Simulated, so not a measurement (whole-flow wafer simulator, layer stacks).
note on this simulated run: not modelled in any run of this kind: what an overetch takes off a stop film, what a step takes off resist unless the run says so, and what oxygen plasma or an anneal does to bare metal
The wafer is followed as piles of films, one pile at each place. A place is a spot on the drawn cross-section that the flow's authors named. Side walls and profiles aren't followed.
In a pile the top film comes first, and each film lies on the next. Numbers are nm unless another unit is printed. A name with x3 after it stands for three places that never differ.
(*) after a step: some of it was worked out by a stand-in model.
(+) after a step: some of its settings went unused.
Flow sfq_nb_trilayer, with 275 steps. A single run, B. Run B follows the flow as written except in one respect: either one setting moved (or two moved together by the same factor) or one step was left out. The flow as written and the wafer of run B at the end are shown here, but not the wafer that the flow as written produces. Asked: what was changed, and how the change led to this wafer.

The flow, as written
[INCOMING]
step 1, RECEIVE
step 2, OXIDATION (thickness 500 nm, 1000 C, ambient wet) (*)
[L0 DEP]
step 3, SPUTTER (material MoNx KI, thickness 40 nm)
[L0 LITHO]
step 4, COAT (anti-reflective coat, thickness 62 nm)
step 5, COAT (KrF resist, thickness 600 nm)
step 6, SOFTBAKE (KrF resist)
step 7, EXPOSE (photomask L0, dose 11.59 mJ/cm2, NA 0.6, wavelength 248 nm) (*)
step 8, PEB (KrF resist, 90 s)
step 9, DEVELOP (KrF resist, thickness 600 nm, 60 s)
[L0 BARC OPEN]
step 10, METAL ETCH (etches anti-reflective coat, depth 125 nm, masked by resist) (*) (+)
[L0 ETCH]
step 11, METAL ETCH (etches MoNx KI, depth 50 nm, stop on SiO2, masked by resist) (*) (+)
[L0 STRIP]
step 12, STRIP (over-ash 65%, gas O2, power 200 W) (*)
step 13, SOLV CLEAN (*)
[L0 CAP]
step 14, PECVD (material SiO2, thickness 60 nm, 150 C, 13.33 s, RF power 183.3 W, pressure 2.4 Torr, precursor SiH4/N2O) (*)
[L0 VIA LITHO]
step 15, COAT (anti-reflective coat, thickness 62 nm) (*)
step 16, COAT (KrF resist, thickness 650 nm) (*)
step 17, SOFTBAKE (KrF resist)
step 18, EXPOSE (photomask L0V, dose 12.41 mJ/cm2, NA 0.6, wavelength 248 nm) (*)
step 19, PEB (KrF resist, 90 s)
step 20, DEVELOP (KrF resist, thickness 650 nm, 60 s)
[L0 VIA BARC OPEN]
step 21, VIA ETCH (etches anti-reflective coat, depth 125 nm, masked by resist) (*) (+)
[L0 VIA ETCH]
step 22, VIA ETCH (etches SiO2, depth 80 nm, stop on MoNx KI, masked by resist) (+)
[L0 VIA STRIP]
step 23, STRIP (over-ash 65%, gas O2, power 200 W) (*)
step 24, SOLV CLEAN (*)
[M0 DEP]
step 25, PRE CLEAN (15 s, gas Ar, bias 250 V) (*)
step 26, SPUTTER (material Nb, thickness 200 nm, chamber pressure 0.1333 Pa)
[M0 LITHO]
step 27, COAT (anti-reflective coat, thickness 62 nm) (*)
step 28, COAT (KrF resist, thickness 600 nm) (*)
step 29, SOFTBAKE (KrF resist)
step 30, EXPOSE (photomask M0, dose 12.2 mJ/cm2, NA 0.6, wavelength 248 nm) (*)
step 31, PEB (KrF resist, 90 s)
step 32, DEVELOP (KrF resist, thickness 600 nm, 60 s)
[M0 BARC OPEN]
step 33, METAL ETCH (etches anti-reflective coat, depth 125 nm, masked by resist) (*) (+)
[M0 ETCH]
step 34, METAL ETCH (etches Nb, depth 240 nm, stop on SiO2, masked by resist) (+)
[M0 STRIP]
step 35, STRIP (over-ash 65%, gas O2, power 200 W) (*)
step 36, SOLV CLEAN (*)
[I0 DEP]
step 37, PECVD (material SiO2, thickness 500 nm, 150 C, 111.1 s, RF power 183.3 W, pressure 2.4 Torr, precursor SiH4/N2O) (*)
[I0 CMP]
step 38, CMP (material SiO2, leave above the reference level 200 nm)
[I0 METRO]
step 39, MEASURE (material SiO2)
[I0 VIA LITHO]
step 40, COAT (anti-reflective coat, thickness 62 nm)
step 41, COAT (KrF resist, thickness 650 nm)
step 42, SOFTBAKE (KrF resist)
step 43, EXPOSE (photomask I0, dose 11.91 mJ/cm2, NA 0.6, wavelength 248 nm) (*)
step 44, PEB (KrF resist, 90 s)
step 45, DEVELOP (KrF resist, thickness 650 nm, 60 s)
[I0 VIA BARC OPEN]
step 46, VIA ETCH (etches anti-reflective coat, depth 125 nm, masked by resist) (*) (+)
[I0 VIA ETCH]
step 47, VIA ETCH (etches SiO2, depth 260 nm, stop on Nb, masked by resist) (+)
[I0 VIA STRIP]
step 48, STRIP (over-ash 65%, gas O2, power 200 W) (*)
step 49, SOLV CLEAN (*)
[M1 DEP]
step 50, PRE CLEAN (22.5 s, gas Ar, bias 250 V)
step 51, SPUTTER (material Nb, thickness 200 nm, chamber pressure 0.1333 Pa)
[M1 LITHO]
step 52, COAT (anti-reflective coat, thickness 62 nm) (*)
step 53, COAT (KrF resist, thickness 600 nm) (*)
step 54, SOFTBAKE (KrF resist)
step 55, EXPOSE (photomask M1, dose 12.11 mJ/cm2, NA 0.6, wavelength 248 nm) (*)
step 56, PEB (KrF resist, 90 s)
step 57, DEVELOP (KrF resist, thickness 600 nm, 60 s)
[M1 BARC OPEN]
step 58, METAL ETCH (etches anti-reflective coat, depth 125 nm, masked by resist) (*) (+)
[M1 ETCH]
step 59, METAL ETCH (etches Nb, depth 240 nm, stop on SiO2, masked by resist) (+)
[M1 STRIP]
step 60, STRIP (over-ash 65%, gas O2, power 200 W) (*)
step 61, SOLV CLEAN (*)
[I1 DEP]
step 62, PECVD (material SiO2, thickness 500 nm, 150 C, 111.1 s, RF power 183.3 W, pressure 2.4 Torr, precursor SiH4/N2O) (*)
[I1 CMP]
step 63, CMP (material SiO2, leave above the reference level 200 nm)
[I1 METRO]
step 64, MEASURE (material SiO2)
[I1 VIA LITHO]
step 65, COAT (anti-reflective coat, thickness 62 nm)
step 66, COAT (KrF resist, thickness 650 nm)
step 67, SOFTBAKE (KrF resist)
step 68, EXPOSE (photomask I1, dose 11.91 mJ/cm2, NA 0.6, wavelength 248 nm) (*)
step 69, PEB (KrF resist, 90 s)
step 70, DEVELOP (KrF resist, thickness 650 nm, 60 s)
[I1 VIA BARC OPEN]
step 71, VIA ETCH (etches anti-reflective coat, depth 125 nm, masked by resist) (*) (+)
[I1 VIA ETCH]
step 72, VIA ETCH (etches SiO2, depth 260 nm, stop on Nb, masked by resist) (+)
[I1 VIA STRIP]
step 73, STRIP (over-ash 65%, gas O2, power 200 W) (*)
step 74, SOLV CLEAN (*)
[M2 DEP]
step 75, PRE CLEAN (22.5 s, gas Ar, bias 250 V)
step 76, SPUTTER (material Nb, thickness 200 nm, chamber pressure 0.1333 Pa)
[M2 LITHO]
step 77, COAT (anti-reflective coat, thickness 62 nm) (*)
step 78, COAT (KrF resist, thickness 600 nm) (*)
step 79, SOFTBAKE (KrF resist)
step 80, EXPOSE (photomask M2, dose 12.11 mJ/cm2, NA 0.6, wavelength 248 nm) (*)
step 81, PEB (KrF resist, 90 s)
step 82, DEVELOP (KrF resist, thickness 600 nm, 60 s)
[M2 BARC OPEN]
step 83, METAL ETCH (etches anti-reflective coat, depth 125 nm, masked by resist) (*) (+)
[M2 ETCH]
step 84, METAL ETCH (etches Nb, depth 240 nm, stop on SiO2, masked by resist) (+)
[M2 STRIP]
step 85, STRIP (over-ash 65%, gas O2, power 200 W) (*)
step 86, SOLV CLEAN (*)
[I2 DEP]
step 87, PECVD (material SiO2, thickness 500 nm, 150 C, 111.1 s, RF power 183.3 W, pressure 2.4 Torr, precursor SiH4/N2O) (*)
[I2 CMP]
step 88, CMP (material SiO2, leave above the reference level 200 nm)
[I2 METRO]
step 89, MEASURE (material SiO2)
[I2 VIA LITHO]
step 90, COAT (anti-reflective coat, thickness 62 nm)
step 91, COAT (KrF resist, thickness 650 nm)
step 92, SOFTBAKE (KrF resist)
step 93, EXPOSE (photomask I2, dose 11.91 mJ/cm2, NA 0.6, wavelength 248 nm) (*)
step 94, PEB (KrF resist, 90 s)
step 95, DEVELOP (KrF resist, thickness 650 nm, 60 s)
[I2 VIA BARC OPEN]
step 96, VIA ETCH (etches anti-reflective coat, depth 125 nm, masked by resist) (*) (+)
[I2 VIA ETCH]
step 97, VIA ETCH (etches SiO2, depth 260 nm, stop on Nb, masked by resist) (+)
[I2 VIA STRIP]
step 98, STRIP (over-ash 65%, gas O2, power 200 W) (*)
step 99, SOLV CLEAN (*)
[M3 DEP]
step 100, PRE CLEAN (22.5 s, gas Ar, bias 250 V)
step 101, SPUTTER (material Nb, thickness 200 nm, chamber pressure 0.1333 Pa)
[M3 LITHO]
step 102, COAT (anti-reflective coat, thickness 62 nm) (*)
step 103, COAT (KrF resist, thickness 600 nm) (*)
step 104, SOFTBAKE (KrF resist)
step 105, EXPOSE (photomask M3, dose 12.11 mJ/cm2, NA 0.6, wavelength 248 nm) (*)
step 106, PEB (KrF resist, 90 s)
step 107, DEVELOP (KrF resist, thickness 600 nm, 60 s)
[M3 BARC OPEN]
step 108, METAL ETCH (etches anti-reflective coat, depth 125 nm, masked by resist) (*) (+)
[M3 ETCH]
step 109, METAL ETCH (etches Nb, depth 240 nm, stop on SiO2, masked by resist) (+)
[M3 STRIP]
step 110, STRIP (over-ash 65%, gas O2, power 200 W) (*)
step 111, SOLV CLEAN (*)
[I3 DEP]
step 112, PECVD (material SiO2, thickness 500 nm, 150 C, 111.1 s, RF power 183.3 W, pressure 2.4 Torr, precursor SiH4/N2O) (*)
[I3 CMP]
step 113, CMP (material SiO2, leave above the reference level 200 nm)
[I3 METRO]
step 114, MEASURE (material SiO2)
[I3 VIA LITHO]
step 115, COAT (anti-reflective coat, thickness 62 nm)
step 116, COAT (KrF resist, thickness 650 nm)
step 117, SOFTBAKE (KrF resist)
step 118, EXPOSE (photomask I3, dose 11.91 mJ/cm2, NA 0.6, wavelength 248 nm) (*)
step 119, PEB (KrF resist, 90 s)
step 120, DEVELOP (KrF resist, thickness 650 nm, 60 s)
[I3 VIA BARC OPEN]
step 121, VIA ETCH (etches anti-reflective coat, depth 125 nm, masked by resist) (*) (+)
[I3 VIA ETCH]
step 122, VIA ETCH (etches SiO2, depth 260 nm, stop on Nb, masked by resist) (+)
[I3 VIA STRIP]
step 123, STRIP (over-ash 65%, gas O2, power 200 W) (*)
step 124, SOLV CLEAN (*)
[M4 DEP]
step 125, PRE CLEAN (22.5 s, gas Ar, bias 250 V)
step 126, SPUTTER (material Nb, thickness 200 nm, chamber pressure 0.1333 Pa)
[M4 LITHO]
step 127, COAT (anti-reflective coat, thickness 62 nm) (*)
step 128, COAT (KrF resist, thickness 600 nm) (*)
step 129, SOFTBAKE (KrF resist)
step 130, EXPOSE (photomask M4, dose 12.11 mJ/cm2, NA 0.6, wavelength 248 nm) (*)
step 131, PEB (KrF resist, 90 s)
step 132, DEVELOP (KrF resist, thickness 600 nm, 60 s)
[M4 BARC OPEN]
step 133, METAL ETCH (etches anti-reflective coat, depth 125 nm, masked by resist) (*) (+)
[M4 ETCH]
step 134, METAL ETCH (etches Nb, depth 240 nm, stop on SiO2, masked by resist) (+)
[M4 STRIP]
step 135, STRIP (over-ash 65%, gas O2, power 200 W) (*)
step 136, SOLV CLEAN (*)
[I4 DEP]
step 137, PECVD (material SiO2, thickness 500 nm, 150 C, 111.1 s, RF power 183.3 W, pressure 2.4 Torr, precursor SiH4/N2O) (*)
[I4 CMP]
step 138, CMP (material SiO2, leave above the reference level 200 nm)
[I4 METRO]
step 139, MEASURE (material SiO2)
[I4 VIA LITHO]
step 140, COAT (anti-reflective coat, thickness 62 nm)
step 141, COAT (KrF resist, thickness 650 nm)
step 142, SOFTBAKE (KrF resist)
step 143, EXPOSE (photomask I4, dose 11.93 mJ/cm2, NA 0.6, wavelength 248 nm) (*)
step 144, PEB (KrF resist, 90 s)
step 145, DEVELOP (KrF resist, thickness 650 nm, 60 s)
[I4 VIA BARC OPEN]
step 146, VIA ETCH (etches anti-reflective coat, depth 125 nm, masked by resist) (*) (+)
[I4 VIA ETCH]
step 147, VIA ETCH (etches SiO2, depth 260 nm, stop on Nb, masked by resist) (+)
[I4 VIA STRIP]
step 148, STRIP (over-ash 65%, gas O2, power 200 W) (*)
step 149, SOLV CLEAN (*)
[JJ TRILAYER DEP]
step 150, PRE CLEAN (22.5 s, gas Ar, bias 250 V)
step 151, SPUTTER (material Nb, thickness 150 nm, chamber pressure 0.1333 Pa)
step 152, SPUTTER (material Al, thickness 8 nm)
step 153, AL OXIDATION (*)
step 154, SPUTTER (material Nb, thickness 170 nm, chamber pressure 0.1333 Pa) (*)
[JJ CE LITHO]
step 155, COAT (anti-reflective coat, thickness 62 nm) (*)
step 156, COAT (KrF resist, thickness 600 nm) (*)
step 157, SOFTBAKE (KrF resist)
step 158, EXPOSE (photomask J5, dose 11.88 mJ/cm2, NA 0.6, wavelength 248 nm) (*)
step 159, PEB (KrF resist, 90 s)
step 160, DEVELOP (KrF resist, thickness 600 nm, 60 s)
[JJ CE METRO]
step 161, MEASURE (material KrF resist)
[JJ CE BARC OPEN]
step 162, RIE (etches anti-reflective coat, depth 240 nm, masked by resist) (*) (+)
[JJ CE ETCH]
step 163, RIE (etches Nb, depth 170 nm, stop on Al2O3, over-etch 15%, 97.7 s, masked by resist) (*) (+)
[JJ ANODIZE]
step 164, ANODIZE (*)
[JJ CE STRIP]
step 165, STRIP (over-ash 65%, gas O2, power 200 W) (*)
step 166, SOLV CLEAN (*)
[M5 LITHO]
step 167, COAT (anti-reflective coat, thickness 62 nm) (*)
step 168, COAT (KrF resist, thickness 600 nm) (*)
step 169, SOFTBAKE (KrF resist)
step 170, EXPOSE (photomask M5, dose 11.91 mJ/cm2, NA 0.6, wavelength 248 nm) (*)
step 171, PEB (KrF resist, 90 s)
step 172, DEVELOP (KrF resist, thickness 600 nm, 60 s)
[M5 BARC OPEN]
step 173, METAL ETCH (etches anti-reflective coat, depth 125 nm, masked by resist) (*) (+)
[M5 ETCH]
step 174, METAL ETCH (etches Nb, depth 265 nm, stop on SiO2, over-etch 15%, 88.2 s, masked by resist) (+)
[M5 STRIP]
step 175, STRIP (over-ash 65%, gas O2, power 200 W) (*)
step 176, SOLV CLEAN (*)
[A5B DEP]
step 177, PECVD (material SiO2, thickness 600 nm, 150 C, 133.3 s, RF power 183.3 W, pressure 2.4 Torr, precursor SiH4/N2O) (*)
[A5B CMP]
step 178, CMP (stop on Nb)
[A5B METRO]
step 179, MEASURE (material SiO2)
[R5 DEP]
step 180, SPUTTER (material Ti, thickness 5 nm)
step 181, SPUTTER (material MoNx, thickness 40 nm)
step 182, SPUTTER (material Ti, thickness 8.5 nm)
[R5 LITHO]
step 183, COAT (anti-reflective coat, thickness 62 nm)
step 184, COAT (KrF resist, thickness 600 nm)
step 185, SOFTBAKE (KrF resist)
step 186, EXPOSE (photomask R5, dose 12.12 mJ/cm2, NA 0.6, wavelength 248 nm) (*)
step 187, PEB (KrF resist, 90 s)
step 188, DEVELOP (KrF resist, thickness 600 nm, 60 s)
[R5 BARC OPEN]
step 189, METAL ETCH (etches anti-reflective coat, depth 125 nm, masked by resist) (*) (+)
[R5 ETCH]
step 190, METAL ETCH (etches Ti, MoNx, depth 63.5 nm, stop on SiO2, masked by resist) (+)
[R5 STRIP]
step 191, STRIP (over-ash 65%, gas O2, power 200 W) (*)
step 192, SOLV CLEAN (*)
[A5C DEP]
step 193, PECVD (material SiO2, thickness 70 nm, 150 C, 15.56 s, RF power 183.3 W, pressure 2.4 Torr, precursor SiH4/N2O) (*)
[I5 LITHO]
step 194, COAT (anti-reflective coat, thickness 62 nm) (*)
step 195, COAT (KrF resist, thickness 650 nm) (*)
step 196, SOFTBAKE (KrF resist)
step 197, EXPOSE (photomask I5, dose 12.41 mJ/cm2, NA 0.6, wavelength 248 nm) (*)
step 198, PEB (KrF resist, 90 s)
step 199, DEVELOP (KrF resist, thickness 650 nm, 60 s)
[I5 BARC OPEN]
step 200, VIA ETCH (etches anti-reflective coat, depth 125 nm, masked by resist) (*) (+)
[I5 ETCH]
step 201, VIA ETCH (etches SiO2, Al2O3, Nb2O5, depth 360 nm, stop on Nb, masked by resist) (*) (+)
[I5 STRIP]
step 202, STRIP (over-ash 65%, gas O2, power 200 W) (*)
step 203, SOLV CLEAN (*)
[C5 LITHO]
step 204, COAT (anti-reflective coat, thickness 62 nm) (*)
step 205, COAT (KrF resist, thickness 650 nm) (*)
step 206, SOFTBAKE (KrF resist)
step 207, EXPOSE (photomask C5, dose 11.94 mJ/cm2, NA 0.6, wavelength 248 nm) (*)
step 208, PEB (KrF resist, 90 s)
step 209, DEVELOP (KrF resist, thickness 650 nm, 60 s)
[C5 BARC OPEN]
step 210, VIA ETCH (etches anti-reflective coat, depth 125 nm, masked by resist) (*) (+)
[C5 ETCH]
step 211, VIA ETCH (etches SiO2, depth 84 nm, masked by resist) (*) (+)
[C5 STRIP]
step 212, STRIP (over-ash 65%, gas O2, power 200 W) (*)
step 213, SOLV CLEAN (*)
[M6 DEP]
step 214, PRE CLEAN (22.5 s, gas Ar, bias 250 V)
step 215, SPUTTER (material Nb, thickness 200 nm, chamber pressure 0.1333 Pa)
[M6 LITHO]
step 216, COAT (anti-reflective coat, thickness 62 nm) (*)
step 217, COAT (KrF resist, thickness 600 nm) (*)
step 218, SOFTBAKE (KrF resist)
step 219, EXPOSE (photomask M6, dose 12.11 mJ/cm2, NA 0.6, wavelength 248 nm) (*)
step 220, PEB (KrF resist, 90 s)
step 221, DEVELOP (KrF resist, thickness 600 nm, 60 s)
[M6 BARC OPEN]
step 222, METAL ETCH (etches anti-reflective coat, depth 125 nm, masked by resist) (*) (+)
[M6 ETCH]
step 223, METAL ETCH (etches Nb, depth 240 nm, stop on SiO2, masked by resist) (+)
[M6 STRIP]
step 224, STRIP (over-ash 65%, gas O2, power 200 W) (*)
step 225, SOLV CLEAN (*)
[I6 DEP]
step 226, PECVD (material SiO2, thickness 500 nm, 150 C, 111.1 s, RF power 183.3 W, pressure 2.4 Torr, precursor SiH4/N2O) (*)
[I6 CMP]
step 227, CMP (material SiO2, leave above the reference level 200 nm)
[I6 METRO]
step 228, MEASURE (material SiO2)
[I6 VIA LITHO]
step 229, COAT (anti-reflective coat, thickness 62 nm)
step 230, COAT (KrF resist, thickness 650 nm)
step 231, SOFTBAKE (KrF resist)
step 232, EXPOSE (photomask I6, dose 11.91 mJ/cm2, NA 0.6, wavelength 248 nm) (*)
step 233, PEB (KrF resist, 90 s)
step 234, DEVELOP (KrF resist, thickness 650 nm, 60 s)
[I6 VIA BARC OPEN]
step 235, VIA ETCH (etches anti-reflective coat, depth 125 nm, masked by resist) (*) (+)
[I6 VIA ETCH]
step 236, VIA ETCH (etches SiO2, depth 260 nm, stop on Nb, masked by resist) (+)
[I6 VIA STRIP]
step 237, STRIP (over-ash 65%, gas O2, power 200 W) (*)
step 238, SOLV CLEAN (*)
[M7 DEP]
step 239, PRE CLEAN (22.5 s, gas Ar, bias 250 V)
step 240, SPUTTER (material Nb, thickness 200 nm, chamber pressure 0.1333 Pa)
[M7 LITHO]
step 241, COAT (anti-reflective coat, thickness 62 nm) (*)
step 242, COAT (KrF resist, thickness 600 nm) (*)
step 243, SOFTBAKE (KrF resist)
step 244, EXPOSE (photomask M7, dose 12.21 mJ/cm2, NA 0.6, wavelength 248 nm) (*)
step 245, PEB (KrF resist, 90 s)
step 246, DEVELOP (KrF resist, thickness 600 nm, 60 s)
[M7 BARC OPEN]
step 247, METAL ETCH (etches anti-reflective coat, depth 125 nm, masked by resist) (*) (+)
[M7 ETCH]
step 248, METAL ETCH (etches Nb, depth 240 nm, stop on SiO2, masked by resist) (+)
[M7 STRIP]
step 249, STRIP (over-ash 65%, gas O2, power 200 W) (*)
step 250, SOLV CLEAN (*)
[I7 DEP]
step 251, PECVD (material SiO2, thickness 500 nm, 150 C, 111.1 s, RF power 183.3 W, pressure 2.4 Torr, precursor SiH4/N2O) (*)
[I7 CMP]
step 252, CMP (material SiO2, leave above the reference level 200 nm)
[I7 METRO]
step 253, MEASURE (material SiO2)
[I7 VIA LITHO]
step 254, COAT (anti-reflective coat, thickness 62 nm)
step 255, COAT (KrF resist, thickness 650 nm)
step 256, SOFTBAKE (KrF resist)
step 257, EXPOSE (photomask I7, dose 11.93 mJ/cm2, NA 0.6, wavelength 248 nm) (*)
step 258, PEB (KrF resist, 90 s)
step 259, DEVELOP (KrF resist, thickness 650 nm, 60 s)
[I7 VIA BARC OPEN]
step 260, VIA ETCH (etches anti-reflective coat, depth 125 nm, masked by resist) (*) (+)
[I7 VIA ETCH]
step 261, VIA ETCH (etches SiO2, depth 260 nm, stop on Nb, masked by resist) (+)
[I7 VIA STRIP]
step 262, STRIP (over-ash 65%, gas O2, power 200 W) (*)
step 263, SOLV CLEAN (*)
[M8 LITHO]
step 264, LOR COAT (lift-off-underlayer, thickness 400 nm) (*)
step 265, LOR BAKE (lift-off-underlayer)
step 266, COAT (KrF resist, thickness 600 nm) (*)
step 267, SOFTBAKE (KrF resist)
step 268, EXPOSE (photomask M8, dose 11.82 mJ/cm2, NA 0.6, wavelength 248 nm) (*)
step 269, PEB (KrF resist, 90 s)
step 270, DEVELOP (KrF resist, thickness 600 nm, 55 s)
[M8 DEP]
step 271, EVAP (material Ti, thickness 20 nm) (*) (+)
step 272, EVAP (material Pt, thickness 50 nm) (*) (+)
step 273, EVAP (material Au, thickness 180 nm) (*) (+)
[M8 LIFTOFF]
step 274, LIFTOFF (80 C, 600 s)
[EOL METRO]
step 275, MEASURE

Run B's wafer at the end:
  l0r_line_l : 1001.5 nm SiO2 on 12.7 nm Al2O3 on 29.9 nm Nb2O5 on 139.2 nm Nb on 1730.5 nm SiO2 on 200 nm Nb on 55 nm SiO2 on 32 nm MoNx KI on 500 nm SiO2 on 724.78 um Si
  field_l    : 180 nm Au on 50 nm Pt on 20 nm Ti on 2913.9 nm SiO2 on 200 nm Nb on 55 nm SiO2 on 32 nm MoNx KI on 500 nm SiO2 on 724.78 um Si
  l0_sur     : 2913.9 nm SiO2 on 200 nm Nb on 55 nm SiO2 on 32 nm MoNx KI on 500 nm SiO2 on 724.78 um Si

What caused this: step 3, SPUTTER: thickness 32 nm was run, though the flow has thickness 40 nm.
The wafer itself shows it: l0r_line_l has MoNx KI 32, and step 3 as written asks for 40 nm.

Step by step, how the change led to this:
  step 3, SPUTTER (material MoNx KI, thickness 40 nm)
      field_l, v_sur, via_wl and 103 more: MoNx KI gains 32 (new film) (in the flow as written it would be: MoNx KI gains 40 (new film))
  step 11, METAL ETCH (etches MoNx KI, depth 50 nm, stop on SiO2, masked by resist) (*) (+)
      v_sur, via_wl, via_w and 97 more: MoNx KI loses 32 (all of it) (in the flow as written it would be: MoNx KI loses 40 (all of it))
      field_l, l0_sur, l0v, l0r_line_l, l0r_line_c, l0r_line_r: KrF resist loses 40 (in the flow as written it would be: KrF resist loses 41.7)
  step 15, COAT (anti-reflective coat, thickness 62 nm) (*)
      v_sur: anti-reflective coat gains 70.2 (new film) (in the flow as written it would be: anti-reflective coat gains 72.2 (new film))
      l0_sur: anti-reflective coat gains 55.6 (new film) (in the flow as written it would be: anti-reflective coat gains 54.2 (new film))
      (also at 1 further place)
  step 23, STRIP (over-ash 65%, gas O2, power 200 W) (*)
      v_sur: KrF resist loses 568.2 (all of it), anti-reflective coat loses 70.2 (all of it) (in the flow as written it would be: KrF resist loses 570.5 (all of it), anti-reflective coat loses 72.2 (all of it))
      l0_sur: KrF resist loses 554.3 (all of it), anti-reflective coat loses 55.6 (all of it) (in the flow as written it would be: KrF resist loses 552.8 (all of it), anti-reflective coat loses 54.2 (all of it))
      (also at 1 further place)
  step 27, COAT (anti-reflective coat, thickness 62 nm) (*)
      v_sur: anti-reflective coat gains 70.3 (new film) (in the flow as written it would be: anti-reflective coat gains 72.3 (new film))
      l0_sur: anti-reflective coat gains 48.6 (new film) (in the flow as written it would be: anti-reflective coat gains 47.5 (new film))
      (also at 1 further place)
  step 35, STRIP (over-ash 65%, gas O2, power 200 W) (*)
      v_sur: KrF resist loses 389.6 (all of it), anti-reflective coat loses 70.3 (all of it) (in the flow as written it would be: KrF resist loses 391.6 (all of it), anti-reflective coat loses 72.3 (all of it))
      l0_sur: KrF resist loses 373.9 (all of it), anti-reflective coat loses 48.6 (all of it) (in the flow as written it would be: KrF resist loses 372 (all of it), anti-reflective coat loses 47.5 (all of it))
      (also at 1 further place)
  step 38, CMP (material SiO2, leave above the reference level 200 nm)
      field_l, l0_sur, l0r_line_l, l0r_line_c, l0r_line_r: SiO2 loses 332 (in the flow as written it would be: SiO2 loses 340)
      l0v: SiO2 loses 269.8 (in the flow as written it would be: SiO2 loses 277.8)
